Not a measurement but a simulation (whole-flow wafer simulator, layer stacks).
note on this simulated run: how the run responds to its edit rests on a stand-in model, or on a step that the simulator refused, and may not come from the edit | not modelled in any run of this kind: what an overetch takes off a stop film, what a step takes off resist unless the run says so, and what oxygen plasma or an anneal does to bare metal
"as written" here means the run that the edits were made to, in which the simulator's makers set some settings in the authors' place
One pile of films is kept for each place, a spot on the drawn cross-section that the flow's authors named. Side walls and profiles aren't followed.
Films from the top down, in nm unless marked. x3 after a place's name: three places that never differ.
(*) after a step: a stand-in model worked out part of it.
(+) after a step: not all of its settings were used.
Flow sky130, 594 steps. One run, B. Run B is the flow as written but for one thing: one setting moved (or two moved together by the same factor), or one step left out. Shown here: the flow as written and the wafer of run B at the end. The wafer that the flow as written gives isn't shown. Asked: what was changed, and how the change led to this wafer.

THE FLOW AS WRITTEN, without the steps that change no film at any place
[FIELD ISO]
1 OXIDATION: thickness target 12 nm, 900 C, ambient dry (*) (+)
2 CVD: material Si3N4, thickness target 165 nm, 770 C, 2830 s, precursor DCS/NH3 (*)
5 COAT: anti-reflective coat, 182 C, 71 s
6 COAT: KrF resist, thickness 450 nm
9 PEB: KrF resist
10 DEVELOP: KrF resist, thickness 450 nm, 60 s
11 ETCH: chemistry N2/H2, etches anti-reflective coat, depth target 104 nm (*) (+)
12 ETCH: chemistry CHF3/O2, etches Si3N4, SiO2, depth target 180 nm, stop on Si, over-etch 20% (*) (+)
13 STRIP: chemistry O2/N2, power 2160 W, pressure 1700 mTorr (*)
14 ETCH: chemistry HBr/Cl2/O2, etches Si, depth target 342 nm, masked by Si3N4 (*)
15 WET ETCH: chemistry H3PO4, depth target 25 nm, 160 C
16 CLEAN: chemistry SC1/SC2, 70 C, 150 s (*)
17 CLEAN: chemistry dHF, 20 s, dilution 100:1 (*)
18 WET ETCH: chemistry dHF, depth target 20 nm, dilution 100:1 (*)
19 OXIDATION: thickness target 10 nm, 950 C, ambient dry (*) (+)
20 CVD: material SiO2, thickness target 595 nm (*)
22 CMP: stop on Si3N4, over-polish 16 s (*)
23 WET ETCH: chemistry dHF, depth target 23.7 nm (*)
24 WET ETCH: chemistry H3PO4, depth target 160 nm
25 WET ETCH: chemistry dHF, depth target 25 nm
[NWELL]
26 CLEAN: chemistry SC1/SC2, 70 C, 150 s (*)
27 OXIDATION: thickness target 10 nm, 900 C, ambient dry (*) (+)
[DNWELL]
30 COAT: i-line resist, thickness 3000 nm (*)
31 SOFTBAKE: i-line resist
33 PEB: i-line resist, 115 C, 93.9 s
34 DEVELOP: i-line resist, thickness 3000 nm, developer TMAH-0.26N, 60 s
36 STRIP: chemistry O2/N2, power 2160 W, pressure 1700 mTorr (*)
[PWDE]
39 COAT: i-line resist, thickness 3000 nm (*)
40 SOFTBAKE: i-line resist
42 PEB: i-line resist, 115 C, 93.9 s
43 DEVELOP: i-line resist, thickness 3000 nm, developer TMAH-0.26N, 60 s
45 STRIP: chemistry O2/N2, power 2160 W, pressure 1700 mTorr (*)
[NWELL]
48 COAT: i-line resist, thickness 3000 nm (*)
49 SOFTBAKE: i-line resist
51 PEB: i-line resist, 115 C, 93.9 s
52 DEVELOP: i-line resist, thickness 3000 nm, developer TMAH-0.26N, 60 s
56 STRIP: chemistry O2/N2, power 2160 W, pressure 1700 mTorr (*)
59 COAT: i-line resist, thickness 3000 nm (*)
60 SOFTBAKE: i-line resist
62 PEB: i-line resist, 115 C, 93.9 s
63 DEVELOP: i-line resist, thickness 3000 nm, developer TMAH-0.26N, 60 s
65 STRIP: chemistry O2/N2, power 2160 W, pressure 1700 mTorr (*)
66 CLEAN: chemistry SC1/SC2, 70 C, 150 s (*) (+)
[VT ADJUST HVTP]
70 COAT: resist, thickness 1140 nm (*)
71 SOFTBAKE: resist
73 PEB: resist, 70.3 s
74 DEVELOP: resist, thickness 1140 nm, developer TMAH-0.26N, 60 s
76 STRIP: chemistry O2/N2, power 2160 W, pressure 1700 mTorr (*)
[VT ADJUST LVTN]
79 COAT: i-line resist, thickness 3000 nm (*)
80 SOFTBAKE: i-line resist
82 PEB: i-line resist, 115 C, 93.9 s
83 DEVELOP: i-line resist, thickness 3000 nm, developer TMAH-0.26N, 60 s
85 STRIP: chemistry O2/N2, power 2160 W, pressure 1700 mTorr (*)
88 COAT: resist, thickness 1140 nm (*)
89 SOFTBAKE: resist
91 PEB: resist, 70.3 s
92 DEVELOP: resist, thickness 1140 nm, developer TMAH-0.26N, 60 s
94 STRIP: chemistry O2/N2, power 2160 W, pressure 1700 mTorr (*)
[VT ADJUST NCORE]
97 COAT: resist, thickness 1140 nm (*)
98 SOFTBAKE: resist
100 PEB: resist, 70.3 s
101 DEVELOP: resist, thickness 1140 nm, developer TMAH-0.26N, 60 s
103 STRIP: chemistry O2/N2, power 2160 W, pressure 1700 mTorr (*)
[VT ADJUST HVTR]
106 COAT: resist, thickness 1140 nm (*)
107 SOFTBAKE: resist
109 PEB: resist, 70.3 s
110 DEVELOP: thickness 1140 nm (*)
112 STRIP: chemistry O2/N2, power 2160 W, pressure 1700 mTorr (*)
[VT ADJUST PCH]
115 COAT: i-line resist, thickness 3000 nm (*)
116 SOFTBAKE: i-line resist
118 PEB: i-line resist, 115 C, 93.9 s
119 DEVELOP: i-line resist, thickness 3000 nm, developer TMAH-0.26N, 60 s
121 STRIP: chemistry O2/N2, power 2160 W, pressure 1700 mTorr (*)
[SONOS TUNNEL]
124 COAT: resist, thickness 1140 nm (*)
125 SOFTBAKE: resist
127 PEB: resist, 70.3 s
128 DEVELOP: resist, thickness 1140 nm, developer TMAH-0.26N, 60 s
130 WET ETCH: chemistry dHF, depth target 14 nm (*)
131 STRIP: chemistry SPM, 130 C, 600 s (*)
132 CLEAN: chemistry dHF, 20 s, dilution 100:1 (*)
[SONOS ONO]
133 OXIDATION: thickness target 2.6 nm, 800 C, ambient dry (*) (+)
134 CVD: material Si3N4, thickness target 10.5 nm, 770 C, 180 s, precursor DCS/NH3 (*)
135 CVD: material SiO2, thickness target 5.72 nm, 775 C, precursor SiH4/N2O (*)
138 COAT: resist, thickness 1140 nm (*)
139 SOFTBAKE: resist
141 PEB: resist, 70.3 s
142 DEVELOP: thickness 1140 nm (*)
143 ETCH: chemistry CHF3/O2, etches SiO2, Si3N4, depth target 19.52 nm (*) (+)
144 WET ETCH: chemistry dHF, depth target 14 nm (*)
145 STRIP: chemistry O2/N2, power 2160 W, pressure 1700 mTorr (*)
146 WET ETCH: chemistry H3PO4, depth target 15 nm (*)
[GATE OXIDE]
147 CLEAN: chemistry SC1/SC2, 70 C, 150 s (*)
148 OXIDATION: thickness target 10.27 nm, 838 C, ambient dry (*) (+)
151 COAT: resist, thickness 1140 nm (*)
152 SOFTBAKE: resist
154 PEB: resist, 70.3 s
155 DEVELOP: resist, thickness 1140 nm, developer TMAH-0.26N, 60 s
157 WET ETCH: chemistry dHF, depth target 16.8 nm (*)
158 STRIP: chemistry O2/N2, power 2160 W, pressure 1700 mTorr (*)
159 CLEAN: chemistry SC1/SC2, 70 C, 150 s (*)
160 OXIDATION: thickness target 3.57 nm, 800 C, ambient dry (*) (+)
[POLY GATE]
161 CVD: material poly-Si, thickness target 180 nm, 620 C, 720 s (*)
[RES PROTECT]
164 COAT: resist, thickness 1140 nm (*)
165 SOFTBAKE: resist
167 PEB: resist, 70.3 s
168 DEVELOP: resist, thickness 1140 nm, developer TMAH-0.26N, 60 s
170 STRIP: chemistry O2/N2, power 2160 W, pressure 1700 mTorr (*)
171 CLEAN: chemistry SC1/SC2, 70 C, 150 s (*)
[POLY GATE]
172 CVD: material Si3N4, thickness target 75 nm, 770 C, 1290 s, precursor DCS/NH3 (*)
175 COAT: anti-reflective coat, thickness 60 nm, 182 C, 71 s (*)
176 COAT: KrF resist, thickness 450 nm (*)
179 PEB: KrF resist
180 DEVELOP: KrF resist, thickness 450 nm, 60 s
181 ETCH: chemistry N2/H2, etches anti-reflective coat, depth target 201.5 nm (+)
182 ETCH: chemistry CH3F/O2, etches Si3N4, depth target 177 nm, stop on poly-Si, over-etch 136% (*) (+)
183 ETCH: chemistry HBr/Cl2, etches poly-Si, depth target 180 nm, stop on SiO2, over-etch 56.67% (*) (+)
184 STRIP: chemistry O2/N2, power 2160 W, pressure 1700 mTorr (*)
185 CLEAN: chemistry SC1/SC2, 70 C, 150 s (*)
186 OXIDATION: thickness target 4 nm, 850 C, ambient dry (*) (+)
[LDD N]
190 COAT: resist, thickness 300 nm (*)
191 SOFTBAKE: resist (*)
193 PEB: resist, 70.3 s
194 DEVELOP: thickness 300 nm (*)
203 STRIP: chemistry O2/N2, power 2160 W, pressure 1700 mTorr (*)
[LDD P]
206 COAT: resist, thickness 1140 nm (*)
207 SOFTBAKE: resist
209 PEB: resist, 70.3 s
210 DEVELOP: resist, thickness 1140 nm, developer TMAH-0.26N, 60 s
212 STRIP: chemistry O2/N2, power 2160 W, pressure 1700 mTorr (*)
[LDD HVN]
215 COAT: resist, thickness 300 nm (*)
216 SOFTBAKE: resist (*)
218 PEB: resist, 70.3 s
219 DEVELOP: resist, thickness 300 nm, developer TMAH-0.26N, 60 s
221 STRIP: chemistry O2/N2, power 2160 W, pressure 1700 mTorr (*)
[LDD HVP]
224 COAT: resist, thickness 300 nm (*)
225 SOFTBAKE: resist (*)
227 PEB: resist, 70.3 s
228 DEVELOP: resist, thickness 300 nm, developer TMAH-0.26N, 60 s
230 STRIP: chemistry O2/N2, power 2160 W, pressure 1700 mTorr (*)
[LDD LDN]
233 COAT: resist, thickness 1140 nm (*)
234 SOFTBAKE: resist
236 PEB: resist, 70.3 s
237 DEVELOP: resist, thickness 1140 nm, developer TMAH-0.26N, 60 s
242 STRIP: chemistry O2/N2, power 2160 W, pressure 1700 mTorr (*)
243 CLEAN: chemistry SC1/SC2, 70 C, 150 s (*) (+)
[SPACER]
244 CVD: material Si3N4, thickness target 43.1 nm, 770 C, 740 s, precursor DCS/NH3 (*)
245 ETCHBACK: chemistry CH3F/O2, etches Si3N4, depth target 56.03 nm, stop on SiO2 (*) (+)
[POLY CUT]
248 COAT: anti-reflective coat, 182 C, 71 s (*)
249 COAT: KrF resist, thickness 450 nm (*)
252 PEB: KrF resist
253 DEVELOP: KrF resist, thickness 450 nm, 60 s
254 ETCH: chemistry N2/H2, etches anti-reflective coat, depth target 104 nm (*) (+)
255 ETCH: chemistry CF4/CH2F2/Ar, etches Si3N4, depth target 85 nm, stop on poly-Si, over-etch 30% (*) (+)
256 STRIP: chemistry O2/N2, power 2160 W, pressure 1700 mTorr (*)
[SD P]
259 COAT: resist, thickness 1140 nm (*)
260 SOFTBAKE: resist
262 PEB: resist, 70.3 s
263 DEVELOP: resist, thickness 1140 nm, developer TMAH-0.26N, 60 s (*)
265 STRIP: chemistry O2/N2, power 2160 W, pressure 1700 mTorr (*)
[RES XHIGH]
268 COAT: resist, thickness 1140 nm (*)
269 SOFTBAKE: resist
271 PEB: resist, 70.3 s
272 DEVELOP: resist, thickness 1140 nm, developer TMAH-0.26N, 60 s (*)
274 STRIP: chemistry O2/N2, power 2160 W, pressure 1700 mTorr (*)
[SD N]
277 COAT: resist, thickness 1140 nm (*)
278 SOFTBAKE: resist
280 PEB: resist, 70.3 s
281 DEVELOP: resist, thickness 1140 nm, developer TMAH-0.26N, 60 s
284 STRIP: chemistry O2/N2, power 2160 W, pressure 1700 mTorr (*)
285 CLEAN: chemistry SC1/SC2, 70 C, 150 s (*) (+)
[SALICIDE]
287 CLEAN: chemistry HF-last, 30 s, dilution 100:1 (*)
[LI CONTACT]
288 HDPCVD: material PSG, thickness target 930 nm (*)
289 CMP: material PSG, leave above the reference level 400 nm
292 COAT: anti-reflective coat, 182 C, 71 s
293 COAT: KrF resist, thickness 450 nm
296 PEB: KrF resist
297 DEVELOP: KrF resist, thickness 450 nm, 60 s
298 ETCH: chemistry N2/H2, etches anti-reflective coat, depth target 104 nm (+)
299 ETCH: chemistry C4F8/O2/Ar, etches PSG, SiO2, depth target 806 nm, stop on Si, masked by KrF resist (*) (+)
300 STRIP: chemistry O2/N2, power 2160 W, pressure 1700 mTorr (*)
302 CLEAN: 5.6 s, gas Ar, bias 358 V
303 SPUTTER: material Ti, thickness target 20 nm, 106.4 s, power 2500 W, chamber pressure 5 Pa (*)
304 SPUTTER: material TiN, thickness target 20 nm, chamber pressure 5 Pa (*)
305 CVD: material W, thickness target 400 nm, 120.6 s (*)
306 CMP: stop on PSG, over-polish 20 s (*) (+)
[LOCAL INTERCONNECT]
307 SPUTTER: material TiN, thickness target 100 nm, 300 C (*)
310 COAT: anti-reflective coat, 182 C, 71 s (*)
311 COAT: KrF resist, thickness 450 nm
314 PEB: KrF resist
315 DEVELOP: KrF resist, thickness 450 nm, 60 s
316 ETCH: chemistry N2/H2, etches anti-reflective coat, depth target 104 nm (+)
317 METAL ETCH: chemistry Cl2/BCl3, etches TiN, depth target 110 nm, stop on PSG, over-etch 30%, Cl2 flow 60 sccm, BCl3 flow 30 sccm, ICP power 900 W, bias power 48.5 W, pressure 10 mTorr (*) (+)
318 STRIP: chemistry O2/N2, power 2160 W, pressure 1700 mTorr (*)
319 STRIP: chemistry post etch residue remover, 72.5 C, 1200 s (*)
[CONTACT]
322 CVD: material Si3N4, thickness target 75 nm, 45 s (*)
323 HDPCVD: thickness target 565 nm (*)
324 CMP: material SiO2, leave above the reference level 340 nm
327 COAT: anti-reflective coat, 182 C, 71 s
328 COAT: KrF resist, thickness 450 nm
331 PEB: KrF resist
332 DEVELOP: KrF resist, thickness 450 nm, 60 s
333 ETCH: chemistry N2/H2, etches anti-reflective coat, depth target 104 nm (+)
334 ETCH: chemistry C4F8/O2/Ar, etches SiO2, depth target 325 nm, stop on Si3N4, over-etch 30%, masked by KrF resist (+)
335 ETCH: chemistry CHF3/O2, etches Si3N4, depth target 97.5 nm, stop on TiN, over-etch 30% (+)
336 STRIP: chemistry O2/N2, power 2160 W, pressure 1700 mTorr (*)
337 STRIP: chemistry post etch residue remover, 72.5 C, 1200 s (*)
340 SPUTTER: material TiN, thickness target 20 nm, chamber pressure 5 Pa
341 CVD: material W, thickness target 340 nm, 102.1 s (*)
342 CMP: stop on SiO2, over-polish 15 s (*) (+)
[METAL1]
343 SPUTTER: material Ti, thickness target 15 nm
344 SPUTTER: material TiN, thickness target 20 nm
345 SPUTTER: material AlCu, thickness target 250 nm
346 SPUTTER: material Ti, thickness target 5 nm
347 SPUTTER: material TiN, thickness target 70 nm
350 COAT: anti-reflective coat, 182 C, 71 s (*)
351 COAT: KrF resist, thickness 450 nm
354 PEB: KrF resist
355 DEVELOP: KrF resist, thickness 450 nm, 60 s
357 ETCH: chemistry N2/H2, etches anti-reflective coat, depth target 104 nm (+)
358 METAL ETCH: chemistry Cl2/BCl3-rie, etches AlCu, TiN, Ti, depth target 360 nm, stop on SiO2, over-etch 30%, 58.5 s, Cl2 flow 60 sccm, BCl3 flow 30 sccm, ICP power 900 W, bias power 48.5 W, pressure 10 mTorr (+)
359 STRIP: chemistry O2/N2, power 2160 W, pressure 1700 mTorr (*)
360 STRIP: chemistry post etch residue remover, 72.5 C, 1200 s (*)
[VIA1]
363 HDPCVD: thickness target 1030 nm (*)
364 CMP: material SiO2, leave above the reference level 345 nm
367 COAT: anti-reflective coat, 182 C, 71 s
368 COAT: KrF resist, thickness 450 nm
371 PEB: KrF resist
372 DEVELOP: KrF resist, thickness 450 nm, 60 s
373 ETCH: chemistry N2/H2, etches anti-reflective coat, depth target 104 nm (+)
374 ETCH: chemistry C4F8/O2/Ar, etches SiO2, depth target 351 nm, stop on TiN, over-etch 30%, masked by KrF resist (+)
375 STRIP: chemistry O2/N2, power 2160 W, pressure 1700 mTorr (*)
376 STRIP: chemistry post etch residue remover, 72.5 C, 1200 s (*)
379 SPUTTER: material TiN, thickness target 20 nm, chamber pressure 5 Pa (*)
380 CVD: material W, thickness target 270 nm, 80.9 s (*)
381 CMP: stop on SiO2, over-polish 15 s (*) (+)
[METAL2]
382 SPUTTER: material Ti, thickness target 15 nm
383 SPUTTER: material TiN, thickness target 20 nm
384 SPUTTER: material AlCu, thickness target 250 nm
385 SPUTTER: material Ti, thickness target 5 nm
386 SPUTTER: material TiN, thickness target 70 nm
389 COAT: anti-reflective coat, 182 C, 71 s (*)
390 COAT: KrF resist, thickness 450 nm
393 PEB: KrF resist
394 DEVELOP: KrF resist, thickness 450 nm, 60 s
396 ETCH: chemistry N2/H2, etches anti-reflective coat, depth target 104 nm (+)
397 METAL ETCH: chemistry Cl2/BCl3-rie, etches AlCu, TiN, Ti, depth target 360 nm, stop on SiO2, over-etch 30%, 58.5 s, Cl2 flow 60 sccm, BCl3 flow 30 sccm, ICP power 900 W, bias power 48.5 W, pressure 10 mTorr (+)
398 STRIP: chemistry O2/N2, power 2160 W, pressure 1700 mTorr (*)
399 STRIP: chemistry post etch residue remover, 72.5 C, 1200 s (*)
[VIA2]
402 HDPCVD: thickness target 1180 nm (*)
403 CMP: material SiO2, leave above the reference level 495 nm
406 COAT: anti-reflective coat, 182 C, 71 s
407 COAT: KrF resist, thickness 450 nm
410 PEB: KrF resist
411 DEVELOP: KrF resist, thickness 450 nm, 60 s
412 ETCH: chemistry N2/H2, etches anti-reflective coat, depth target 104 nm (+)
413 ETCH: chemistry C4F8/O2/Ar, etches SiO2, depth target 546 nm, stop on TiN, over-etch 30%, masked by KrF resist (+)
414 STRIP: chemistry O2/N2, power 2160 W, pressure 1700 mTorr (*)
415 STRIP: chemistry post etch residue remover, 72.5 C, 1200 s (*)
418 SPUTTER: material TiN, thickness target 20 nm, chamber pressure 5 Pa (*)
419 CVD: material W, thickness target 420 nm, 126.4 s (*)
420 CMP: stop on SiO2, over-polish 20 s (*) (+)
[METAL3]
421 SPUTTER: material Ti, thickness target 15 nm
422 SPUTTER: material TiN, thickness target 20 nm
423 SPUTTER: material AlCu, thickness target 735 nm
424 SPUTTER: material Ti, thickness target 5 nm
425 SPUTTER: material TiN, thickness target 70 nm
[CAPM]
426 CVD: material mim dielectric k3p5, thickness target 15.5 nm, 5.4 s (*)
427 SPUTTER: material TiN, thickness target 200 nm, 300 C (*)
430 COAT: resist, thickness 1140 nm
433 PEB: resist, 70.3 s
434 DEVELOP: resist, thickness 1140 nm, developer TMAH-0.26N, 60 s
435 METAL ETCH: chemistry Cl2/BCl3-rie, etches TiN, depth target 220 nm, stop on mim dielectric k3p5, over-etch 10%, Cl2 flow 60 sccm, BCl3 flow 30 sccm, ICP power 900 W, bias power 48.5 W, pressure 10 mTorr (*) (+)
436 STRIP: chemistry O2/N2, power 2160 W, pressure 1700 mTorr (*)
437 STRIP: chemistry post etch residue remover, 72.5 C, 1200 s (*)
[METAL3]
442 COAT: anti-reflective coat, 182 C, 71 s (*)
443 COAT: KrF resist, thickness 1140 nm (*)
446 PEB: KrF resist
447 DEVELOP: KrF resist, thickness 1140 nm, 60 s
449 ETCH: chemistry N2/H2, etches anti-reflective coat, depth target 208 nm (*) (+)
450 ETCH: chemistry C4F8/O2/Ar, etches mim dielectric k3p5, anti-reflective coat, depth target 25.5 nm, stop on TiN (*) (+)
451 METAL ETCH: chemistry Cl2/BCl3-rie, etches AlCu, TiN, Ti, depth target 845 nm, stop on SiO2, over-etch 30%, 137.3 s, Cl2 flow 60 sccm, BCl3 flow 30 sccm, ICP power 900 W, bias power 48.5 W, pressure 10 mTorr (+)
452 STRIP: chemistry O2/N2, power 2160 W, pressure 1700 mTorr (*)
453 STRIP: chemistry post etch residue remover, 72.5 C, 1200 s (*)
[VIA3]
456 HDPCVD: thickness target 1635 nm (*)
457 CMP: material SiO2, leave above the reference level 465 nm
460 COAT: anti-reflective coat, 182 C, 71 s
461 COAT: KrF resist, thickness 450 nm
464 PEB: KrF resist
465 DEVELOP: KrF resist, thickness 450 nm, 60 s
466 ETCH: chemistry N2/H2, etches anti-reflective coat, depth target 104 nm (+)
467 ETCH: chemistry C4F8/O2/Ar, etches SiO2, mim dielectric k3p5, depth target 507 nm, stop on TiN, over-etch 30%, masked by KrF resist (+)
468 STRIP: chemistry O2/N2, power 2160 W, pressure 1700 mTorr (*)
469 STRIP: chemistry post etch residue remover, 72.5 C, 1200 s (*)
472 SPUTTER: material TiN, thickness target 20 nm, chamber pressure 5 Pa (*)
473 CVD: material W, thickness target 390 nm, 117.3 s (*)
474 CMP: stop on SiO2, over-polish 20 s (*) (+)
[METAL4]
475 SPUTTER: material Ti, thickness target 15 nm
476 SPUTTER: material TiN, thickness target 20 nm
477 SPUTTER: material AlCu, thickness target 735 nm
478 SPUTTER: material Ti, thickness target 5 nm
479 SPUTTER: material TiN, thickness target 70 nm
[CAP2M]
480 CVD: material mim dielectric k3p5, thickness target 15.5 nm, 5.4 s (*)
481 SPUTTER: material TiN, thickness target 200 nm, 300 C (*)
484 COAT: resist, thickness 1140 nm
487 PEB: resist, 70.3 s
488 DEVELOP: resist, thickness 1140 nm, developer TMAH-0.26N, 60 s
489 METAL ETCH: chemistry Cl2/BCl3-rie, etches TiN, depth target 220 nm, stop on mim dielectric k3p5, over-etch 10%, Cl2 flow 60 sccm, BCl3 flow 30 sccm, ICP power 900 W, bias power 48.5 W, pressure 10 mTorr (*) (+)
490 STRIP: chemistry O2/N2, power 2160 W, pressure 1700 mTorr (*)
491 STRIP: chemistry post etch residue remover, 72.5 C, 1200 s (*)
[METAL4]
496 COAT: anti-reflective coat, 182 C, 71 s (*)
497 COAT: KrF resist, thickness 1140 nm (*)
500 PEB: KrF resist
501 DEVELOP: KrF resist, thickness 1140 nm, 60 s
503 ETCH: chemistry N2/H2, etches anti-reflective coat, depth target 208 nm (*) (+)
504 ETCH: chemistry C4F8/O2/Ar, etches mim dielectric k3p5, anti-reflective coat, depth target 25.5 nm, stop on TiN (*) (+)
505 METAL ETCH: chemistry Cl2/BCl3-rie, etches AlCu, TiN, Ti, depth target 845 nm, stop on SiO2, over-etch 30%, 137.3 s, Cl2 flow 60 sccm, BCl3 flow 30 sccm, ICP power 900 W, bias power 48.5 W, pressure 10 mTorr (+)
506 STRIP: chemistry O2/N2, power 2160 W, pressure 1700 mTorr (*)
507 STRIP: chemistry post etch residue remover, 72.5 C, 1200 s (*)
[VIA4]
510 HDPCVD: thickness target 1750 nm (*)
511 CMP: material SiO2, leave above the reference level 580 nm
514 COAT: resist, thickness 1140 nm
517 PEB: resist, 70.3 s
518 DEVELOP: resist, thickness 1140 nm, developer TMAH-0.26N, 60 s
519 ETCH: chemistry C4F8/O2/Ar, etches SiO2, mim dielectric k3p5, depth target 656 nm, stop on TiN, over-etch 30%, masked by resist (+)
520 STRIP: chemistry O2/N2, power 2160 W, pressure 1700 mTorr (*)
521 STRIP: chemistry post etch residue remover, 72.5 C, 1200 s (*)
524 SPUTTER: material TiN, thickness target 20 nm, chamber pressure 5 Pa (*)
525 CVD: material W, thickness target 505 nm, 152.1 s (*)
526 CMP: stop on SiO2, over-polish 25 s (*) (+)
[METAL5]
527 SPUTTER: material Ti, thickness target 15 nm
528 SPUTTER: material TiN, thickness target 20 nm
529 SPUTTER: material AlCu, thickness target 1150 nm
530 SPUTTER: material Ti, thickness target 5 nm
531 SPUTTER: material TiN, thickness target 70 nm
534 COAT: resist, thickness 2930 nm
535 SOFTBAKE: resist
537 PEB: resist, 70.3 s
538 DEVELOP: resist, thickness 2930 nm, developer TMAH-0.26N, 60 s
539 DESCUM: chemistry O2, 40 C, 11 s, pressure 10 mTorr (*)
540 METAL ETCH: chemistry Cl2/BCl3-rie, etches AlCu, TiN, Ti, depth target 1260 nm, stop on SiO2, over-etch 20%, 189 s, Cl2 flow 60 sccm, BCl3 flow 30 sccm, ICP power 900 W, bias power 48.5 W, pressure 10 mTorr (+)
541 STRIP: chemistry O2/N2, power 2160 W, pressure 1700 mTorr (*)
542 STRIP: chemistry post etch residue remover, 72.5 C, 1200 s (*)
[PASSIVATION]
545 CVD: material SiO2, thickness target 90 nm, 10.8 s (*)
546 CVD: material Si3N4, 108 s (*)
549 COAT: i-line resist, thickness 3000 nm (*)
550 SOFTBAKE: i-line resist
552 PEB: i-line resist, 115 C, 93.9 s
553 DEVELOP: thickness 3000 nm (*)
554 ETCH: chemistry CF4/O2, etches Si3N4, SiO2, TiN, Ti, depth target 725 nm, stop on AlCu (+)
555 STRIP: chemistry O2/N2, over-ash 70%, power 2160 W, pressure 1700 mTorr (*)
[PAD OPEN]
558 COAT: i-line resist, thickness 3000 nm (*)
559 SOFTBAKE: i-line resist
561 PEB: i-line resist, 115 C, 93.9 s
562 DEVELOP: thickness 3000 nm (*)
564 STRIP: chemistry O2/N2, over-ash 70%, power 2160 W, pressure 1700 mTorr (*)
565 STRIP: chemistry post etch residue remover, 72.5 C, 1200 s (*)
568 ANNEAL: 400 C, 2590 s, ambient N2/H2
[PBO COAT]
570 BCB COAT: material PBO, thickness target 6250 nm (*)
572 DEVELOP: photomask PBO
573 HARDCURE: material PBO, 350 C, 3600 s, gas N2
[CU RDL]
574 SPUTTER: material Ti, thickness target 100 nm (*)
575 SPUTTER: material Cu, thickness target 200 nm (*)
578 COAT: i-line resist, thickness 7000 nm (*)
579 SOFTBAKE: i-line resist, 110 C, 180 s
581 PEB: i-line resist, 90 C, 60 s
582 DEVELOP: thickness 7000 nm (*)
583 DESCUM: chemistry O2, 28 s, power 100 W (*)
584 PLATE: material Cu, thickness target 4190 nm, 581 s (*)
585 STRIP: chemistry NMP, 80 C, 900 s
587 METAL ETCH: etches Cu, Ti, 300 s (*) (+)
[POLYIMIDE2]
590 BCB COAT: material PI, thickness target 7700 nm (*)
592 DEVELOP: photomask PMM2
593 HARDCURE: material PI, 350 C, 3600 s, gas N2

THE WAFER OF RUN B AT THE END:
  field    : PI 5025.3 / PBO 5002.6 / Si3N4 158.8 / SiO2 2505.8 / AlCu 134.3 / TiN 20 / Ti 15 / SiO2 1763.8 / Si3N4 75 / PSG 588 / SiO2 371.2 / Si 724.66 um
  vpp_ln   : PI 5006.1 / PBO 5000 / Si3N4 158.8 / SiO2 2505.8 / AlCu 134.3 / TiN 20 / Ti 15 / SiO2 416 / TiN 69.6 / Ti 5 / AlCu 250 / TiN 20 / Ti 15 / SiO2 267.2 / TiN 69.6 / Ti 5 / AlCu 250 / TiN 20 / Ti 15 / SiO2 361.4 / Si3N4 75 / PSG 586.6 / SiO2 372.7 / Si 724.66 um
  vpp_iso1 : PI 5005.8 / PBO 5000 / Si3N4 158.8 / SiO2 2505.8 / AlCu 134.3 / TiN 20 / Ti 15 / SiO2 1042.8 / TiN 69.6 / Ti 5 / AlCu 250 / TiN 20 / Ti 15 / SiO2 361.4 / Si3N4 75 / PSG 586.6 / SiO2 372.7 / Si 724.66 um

The cause: step 451, METAL ETCH: depth target 515.4 nm was run, where the flow has depth target 845 nm; step 451, METAL ETCH: 83.8 s was run, where the flow has 137.3 s.

How the change led to this, step by step:
  451 METAL ETCH: chemistry Cl2/BCl3-rie, etches AlCu, TiN, Ti, depth target 845 nm, stop on SiO2, over-etch 30%, 137.3 s, Cl2 flow 60 sccm, BCl3 flow 30 sccm, ICP power 900 W, bias power 48.5 W, pressure 10 mTorr (+)
      field, gate, spacer and 68 more: TiN -70 (all of it), Ti -5 (all of it), AlCu -595 (as written it would be: TiN -70 (all of it), Ti -5 (all of it), AlCu -735 (all of it), TiN -20 (all of it), Ti -15 (all of it), SiO2 -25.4)
      active, vpp_ln, vpp_iso2 and 11 more: TiN -70 (all of it), Ti -5 (all of it), AlCu -595 (as written it would be: TiN -70 (all of it), Ti -5 (all of it), AlCu -735 (all of it), TiN -20 (all of it), Ti -15 (all of it), SiO2 -25.3)
      (and at 107 more places)
  452 STRIP: chemistry O2/N2, power 2160 W, pressure 1700 mTorr (*)
      dice_street, pplus_nw, sd_hvn and 66 more: KrF resist -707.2 (all of it), anti-reflective coat -80 (all of it) (as written it would be: KrF resist -492.9 (all of it), anti-reflective coat -80 (all of it))
      n_well, p_well, gate_hv and 13 more: KrF resist -707.1 (all of it), anti-reflective coat -80 (all of it) (as written it would be: KrF resist -492.9 (all of it), anti-reflective coat -80 (all of it))
      (and at 22 more places)
  453 STRIP: chemistry post etch residue remover, 72.5 C, 1200 s (*)
      field, active, gate and 82 more: AlCu -5.72 (as written it would be: nothing)
  456 HDPCVD: thickness target 1635 nm (*)
      field, active, gate and 82 more: SiO2 +1635 (new film) (as written it would be: SiO2 +1635)
  457 CMP: material SiO2, leave above the reference level 465 nm
      field, active, gate and 82 more: SiO2 -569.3 (as written it would be: SiO2 -374.7)
Counting metal films that touch as one body, field has 1 body; the flow as written gives 0 bodies.
Counting metal films that touch as one body, vpp_ln has 3 bodies (between them, from the top down: SiO2 416; SiO2 267.2); the flow as written gives 2 bodies (between them, from the top down: SiO2 267.2).
Counting metal films that touch as one body, vpp_iso1 has 2 bodies (between them, from the top down: SiO2 1042.8); the flow as written gives 1 body.
